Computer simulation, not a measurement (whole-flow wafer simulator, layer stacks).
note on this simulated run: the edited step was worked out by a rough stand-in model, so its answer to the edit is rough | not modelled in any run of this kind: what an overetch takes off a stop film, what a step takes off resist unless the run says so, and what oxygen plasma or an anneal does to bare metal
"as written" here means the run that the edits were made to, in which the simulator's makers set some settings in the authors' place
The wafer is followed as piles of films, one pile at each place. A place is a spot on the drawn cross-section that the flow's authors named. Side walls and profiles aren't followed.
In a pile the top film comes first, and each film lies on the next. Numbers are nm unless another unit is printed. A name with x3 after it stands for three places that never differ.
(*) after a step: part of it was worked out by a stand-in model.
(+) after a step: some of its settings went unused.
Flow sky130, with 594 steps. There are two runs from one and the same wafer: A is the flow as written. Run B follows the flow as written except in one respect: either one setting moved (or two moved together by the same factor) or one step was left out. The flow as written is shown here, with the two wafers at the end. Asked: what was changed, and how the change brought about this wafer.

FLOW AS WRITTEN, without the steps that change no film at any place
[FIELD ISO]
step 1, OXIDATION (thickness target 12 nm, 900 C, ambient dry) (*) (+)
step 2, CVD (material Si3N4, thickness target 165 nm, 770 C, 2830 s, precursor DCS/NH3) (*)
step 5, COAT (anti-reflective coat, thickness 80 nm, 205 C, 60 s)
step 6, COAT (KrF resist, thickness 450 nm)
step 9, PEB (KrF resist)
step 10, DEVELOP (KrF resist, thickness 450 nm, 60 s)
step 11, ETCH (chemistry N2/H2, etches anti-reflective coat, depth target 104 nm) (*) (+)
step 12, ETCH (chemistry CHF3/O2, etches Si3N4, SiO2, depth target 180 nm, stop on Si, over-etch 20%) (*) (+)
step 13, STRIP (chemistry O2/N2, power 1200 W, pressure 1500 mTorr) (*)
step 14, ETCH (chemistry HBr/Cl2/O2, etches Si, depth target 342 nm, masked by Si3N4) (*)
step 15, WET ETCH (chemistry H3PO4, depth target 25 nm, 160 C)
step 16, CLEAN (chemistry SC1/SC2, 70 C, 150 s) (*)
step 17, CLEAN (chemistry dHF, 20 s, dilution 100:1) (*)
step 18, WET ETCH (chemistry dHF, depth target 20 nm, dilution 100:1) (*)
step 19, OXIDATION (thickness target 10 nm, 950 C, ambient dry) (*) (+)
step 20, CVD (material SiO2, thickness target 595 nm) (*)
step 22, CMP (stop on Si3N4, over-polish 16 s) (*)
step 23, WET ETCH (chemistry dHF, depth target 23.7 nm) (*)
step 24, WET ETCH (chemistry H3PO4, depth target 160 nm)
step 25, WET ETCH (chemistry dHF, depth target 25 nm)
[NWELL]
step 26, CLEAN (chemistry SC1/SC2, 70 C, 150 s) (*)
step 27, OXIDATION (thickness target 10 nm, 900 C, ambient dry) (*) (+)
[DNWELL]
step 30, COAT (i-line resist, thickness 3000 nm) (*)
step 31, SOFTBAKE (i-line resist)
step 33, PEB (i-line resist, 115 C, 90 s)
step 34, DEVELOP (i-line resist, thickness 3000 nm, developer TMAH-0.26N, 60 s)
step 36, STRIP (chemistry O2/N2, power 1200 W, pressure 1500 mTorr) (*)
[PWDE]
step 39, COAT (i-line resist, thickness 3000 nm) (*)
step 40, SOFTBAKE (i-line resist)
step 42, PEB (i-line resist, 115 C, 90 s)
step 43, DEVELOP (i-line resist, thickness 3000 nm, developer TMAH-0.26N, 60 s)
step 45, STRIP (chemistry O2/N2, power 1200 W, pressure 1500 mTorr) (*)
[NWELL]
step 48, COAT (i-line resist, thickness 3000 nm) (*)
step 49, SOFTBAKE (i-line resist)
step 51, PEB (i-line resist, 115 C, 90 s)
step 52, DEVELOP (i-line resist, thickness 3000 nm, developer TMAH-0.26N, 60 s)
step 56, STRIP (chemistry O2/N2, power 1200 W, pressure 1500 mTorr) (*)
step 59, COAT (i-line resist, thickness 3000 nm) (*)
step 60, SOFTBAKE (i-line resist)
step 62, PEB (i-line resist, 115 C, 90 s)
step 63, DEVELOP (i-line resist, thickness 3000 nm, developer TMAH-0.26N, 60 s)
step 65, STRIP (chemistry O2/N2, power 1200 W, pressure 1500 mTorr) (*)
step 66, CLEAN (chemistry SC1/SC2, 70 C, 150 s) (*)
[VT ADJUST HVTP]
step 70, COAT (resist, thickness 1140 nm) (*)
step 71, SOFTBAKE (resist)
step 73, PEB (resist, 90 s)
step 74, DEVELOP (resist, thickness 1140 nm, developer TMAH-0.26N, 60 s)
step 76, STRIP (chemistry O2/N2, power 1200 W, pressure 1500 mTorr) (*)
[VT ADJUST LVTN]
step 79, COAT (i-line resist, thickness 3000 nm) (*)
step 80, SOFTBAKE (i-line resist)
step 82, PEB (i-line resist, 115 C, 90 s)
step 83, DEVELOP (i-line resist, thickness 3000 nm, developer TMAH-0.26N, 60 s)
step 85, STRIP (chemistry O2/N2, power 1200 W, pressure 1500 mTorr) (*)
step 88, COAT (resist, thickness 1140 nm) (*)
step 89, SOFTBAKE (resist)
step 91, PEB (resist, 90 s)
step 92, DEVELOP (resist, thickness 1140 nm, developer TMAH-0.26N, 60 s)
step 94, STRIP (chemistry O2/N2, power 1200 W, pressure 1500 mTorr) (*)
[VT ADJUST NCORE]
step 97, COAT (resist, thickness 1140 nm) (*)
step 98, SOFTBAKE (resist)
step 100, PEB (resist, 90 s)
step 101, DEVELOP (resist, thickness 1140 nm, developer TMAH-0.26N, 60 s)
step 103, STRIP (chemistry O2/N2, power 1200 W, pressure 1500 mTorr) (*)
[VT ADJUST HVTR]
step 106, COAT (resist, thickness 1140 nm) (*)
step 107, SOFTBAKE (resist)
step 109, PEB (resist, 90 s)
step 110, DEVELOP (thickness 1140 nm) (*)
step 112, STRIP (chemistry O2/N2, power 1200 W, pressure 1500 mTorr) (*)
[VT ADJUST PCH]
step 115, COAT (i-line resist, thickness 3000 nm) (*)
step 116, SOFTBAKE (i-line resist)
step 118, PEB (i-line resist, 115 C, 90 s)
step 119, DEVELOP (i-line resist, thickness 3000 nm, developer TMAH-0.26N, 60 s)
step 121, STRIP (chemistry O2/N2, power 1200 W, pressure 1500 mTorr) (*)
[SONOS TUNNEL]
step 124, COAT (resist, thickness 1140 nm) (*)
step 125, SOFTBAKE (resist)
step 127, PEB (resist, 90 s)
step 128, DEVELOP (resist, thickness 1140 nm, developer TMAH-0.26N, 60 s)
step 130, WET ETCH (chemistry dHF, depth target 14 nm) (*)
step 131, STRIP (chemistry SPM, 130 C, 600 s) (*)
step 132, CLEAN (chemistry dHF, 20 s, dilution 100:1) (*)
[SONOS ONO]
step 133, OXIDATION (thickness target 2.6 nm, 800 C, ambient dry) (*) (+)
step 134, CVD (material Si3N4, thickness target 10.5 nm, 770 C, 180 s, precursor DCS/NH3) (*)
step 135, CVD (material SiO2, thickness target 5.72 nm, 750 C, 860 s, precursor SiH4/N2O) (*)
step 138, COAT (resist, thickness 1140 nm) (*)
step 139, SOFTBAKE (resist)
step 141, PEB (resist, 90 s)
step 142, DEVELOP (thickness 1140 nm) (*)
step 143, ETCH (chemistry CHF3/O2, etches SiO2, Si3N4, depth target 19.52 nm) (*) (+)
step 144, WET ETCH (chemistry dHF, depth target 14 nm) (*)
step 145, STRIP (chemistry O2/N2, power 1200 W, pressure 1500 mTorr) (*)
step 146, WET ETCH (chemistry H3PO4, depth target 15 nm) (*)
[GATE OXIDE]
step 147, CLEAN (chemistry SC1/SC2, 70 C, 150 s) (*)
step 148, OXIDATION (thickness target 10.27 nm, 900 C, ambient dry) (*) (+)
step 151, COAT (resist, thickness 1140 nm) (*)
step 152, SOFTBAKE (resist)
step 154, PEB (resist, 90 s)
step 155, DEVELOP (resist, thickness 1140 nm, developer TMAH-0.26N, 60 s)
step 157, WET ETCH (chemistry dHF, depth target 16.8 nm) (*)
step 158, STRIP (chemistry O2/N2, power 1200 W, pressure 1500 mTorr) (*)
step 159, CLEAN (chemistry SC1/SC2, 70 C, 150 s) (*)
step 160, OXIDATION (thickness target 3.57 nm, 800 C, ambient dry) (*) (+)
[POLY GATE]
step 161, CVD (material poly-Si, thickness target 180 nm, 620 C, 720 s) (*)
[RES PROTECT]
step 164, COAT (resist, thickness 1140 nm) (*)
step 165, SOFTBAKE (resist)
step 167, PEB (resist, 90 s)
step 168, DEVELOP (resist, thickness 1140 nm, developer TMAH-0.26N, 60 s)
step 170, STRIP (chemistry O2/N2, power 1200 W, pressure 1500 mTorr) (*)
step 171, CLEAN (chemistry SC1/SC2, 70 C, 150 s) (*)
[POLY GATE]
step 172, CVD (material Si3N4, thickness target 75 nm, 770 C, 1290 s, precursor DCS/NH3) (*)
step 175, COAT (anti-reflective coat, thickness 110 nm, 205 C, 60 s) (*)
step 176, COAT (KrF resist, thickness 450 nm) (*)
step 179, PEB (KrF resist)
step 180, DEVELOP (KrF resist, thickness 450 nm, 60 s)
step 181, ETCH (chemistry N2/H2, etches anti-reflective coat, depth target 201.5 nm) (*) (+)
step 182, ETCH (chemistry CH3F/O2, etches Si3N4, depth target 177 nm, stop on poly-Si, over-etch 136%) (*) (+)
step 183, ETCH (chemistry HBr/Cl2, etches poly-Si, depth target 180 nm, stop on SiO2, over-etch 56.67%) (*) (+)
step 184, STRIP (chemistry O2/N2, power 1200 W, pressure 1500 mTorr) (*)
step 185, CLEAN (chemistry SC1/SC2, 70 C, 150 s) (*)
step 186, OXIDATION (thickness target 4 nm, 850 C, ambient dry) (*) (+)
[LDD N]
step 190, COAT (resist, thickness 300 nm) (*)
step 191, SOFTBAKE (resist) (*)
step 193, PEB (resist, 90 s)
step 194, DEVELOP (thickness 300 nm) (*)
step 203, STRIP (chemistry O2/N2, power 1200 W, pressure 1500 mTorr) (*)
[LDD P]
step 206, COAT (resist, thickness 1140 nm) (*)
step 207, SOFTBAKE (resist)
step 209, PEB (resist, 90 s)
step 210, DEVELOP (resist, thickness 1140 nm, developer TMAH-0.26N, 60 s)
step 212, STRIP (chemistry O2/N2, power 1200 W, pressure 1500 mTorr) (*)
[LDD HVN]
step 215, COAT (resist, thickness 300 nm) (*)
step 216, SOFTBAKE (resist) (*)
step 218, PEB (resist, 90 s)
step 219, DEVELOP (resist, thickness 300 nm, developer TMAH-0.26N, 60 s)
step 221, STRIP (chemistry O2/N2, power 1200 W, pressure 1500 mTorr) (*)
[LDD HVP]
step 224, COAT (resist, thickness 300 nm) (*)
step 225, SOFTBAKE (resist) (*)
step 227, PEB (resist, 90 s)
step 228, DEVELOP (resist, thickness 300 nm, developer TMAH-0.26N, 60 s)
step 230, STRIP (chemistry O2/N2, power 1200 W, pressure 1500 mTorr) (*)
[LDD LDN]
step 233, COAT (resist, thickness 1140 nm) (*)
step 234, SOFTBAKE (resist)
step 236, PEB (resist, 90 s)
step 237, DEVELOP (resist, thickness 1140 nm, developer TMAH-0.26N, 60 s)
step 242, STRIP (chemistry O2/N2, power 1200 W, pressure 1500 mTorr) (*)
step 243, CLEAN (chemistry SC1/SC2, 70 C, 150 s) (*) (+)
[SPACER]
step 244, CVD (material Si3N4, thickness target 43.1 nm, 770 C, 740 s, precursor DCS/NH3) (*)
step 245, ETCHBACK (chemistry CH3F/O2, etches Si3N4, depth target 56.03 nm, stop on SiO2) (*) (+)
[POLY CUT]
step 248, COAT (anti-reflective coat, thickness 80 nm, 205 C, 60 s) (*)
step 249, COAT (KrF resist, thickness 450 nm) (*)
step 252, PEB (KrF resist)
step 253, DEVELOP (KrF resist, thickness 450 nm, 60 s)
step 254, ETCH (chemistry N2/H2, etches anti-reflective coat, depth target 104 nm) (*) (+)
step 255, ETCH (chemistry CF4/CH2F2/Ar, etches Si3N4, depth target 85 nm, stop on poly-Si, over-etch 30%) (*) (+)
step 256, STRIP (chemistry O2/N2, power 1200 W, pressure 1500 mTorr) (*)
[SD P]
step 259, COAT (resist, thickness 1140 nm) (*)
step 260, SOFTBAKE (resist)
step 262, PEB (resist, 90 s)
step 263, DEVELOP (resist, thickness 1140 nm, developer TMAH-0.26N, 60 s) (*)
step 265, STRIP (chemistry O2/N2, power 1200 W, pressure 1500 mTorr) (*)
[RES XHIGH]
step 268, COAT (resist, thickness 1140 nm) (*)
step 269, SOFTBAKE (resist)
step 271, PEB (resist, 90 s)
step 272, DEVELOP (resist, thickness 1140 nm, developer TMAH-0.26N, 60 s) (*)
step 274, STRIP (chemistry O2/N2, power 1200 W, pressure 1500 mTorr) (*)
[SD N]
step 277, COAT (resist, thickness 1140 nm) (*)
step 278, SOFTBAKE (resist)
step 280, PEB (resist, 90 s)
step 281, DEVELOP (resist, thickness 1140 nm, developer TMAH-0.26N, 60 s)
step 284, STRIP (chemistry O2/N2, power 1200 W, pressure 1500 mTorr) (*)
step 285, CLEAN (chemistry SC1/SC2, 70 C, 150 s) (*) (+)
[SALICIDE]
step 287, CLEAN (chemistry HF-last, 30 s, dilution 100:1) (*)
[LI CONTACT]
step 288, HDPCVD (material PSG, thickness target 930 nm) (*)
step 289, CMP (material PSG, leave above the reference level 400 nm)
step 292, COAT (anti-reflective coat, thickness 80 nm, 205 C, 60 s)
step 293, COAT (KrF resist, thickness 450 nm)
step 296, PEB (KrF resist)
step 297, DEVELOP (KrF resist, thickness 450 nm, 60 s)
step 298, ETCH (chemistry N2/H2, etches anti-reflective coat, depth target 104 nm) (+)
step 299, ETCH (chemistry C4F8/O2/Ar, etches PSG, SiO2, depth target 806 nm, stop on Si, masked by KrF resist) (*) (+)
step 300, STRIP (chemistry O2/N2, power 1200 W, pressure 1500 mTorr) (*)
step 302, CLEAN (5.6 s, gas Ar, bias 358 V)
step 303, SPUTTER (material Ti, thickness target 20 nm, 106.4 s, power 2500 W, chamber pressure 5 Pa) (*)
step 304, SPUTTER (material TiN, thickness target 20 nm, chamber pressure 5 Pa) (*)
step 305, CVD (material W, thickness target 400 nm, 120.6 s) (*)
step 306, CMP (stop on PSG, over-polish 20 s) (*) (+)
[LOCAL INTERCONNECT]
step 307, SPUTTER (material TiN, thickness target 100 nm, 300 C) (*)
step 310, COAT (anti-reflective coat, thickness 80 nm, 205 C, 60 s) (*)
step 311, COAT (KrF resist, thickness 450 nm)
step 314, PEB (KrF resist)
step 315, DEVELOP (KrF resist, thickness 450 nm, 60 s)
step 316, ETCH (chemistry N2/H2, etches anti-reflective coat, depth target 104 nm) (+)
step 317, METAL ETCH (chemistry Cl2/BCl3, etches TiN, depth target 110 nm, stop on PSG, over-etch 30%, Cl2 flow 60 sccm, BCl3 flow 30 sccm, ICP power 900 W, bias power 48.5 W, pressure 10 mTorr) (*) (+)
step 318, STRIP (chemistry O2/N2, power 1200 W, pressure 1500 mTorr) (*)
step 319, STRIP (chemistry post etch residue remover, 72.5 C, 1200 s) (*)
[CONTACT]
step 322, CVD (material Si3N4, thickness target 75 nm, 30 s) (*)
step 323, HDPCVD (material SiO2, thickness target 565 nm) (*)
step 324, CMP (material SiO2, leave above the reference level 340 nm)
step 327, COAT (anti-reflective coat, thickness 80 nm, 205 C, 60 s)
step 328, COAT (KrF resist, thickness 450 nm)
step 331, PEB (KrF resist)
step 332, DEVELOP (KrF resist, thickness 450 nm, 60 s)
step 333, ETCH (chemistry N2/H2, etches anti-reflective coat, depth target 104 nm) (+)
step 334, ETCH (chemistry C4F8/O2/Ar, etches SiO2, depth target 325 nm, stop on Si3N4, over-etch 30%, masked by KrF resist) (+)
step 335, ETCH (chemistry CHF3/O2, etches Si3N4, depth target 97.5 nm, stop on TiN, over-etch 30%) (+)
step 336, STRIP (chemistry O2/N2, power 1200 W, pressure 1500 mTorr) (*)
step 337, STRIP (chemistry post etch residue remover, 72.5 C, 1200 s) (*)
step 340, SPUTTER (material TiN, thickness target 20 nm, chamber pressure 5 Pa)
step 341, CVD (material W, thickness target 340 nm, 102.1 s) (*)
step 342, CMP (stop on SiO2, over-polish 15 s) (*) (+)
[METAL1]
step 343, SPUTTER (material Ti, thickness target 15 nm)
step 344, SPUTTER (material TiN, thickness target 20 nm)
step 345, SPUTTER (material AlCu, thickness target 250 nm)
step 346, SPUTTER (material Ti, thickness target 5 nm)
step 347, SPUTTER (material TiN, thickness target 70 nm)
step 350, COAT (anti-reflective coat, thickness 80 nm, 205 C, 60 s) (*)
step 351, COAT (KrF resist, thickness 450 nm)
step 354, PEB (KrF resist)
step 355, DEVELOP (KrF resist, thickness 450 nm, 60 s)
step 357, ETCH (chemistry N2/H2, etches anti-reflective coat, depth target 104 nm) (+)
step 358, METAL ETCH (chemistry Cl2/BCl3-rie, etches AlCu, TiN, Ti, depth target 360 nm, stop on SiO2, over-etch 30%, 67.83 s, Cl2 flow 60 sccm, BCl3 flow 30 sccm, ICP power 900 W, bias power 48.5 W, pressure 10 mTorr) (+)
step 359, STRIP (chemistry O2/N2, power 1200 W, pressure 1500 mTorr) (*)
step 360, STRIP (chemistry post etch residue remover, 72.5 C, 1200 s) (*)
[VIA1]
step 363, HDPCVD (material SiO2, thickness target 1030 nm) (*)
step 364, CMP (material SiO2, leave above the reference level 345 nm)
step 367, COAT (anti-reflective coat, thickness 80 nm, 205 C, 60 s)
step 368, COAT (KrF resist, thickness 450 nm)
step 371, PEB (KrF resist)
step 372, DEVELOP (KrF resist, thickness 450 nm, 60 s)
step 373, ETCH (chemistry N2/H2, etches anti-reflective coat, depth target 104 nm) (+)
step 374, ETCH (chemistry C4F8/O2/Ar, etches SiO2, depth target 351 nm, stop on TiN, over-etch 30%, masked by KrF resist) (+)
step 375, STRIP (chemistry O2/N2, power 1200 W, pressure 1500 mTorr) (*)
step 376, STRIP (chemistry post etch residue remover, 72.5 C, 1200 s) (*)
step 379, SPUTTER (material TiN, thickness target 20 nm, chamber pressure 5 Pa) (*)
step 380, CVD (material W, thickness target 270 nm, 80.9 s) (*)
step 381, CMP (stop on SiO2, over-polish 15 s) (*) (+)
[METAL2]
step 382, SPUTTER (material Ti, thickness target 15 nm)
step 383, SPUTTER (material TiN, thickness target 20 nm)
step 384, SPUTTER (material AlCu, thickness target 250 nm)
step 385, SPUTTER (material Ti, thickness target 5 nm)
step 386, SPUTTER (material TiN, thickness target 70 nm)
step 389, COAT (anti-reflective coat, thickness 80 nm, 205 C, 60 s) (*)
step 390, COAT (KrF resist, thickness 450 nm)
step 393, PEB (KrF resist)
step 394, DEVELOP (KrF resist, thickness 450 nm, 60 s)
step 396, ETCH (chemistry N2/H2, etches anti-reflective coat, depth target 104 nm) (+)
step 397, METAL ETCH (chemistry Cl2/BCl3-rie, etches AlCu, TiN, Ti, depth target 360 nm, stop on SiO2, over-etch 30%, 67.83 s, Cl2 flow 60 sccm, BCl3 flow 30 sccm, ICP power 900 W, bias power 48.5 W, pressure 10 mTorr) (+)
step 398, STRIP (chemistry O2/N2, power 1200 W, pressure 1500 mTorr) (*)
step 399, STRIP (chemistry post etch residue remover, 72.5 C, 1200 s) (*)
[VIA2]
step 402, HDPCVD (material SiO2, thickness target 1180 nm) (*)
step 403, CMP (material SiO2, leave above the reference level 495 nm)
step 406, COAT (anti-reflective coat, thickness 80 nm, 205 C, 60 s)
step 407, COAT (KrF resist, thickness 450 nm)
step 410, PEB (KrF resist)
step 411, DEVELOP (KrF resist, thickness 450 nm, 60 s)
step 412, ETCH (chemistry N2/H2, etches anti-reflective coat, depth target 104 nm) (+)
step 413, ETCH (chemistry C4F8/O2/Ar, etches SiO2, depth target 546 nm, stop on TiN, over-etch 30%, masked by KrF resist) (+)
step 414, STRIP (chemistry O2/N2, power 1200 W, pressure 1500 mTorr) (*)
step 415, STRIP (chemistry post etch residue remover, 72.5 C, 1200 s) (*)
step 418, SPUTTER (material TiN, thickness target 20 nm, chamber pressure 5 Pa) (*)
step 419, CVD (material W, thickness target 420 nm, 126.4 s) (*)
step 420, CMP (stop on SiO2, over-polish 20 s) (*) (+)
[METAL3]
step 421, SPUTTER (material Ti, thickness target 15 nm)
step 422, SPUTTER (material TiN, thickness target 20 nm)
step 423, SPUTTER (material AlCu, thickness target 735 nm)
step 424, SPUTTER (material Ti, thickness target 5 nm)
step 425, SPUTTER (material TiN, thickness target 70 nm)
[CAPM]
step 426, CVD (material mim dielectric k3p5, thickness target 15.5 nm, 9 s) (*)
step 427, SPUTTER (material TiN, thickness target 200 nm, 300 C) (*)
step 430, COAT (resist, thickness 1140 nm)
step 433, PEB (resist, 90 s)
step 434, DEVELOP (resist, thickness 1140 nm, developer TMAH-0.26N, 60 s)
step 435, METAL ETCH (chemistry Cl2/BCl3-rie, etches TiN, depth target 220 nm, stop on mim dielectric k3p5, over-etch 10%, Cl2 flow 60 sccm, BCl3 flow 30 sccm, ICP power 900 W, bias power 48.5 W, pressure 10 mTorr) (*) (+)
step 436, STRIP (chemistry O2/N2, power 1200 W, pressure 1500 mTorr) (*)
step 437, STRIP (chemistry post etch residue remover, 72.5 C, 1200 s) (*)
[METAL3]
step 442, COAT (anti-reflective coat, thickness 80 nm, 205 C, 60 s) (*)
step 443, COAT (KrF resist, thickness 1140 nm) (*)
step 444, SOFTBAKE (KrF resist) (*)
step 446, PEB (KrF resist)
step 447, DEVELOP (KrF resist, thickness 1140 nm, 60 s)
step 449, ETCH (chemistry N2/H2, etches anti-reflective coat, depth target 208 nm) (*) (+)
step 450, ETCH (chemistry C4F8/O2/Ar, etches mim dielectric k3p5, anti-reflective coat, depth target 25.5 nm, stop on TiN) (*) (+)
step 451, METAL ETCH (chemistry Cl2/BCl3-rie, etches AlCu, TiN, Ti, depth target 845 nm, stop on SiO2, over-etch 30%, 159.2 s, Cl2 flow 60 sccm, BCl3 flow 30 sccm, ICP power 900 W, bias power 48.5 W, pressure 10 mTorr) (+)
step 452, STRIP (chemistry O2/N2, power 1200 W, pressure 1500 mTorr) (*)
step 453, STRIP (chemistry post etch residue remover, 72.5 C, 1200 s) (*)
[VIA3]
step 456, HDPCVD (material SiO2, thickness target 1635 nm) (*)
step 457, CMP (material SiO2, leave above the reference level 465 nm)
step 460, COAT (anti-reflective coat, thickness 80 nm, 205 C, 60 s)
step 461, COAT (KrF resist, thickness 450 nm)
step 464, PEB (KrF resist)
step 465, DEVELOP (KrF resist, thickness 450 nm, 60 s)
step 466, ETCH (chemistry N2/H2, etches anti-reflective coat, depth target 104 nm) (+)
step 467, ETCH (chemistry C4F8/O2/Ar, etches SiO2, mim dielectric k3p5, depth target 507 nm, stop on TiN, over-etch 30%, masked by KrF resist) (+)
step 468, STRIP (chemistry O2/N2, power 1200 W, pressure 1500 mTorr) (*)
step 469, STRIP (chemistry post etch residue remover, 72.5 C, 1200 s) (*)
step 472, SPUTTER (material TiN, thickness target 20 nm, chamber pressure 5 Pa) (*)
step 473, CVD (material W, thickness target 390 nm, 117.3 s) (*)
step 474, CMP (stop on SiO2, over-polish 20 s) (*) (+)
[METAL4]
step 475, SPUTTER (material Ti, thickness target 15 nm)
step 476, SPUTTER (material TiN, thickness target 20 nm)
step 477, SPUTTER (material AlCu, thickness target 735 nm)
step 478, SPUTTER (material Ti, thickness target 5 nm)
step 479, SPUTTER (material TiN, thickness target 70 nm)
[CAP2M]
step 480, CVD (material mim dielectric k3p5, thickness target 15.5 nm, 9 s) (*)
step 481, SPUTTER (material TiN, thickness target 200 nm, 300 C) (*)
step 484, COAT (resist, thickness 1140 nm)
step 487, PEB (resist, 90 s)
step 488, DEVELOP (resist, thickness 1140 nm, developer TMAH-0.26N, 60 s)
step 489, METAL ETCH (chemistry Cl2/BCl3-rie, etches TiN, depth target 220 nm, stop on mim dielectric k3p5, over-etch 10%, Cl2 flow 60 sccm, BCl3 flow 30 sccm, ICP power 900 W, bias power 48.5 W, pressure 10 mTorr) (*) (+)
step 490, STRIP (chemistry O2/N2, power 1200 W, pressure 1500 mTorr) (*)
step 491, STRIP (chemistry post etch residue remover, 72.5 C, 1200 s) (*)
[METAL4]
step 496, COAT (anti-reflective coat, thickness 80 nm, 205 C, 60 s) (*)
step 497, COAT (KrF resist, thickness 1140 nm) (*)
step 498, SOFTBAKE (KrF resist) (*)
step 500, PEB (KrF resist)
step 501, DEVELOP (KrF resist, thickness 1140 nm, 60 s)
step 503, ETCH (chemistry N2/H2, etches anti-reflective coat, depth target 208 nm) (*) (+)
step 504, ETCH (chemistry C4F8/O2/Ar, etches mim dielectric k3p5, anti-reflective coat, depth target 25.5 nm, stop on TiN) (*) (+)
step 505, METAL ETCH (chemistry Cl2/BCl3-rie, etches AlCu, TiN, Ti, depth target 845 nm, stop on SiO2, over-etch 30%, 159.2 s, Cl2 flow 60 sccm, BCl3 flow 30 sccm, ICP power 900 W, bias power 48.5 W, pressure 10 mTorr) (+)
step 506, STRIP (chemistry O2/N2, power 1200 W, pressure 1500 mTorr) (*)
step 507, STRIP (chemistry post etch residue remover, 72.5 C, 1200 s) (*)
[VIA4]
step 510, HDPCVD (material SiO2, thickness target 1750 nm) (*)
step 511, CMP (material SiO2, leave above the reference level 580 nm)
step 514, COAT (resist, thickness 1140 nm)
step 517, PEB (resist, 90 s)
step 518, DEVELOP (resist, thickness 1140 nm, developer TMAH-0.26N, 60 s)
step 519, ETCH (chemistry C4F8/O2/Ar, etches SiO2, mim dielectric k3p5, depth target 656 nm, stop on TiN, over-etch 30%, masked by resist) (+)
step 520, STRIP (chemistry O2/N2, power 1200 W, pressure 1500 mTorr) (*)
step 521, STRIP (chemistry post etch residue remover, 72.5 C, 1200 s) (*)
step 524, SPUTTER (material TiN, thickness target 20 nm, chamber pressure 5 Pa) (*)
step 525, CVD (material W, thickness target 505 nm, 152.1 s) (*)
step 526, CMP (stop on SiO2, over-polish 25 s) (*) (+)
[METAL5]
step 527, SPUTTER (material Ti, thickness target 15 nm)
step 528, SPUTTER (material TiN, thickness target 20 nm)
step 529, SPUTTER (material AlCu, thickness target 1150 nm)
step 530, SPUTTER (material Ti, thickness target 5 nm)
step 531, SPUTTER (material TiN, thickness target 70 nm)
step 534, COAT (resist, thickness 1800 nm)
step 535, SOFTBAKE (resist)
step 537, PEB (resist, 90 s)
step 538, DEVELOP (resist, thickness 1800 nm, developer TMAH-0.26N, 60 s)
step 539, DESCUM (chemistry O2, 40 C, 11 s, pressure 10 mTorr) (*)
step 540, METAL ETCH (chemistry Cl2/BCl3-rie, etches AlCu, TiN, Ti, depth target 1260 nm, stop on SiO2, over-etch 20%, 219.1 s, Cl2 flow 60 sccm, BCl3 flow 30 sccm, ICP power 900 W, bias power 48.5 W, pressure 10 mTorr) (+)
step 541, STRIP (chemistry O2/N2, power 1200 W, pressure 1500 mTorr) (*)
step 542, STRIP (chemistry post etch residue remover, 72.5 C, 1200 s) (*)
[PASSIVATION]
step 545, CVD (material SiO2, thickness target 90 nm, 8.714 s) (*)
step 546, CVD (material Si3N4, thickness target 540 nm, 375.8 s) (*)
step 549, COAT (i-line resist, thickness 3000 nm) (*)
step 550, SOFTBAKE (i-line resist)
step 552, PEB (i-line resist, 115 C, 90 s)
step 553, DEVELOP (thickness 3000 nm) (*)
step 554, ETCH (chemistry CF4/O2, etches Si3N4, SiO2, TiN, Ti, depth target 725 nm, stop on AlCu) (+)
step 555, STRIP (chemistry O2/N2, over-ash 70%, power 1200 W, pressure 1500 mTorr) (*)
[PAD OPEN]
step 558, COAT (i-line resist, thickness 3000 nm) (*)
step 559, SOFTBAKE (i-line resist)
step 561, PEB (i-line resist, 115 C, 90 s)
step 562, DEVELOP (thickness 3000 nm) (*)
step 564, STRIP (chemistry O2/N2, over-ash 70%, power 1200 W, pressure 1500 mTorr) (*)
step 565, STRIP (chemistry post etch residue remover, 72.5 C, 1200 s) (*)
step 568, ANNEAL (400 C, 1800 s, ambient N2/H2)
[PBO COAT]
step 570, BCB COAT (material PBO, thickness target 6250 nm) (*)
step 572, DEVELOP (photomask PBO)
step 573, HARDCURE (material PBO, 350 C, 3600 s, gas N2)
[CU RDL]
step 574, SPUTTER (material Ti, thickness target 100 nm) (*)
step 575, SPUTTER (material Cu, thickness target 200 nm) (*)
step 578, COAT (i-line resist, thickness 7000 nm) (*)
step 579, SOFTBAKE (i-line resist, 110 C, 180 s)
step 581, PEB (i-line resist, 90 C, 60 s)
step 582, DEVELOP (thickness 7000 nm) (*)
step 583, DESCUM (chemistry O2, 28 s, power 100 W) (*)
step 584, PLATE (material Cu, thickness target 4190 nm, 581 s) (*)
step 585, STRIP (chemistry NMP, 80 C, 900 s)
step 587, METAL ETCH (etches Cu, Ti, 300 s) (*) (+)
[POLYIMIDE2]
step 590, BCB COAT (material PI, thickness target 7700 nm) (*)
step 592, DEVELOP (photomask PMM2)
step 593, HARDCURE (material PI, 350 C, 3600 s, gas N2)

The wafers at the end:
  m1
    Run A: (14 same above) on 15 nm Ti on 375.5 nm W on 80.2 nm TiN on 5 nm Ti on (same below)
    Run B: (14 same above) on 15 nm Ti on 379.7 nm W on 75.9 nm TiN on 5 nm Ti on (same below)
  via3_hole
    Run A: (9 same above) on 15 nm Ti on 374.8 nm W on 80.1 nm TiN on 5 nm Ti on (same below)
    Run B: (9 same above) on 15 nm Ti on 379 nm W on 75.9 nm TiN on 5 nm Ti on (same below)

Cause: step 472, SPUTTER: thickness target 12 nm was run, whereas the flow has thickness target 20 nm.

The path from the change to this, step by step:
  step 472, SPUTTER (material TiN, thickness target 20 nm, chamber pressure 5 Pa) (*)
      field, active, n_well and 187 more: A TiN gains 20 (new film) | B TiN gains 12 (new film)
      m1: A TiN gains 10.6 | B TiN gains 6.36
      (as well as at 1 more place)
  step 474, CMP (stop on SiO2, over-polish 20 s) (*) (+)
      field, active, n_well and 187 more: A W loses 390 (all of it), TiN loses 20 (all of it), SiO2 loses 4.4 | B W loses 390 (all of it), TiN loses 12 (all of it), SiO2 loses 4.4
